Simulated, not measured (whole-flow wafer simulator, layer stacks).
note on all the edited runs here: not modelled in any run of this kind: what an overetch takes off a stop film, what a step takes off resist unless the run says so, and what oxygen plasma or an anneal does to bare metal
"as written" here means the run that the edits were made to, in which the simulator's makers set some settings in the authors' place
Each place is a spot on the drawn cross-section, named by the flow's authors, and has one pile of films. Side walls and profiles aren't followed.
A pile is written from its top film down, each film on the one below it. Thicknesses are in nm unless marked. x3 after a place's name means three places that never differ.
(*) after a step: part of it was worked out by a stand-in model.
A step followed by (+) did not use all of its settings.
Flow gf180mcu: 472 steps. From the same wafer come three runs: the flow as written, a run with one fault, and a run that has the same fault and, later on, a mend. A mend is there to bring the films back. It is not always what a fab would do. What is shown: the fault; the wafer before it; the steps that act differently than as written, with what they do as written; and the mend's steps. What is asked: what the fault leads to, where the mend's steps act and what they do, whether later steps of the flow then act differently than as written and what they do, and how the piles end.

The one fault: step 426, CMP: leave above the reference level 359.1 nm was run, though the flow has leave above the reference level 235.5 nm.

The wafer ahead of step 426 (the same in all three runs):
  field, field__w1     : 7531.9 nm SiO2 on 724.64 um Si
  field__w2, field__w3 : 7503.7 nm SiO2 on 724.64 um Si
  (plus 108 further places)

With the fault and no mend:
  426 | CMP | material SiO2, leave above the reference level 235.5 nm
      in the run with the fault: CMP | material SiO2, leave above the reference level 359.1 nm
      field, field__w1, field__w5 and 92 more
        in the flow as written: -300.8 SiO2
        in the run with the fault: -177.2 SiO2
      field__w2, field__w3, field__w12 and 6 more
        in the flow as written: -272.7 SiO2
        in the run with the fault: -149.1 SiO2
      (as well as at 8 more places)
  Later steps of the flow acting differently than as written (1 other step is not shown; it differs only slightly, by no more than 2% or 0.5 nm, whichever is larger):
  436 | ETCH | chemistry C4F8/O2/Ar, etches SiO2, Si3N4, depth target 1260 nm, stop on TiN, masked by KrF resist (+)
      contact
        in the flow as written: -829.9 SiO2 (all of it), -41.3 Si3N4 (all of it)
        in the run with the fault: -953.5 SiO2 (all of it), -41.3 Si3N4 (all of it)
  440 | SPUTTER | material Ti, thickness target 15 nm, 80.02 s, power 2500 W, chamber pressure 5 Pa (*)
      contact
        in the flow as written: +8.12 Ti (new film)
        in the run with the fault: +7.57 Ti (new film)
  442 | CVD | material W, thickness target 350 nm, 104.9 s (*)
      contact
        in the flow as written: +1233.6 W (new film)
        in the run with the fault: +1358.1 W (new film)
  At field__w4, field__w8, contact, m1, m1__w1, mim, mim_1p0, m1_nw, the piles at the end differ from the flow's by more than 2% or 0.5 nm, whichever is larger.
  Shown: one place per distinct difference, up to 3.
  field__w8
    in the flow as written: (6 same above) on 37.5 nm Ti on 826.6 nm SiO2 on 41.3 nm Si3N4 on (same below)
    in the run with the fault: (6 same above) on 37.5 nm Ti on 950.2 nm SiO2 on 41.3 nm Si3N4 on (same below)
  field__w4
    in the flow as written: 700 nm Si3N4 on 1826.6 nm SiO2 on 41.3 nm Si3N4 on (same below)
    in the run with the fault: 700 nm Si3N4 on 1950.2 nm SiO2 on 41.3 nm Si3N4 on (same below)
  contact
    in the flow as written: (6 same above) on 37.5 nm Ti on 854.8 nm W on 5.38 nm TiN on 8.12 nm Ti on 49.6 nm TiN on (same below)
    in the run with the fault: (6 same above) on 37.5 nm Ti on 979.3 nm W on 5.01 nm TiN on 7.57 nm Ti on 49.6 nm TiN on (same below)

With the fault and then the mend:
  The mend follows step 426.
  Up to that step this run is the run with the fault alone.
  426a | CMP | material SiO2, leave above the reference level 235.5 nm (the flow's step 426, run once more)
      field, field__w1, field__w2 and 109 more
        -123.6 SiO2
  None of the later steps of the flow acts differently than as written at any place that is followed.
  The piles end the same as the flow's at every place that both follow.
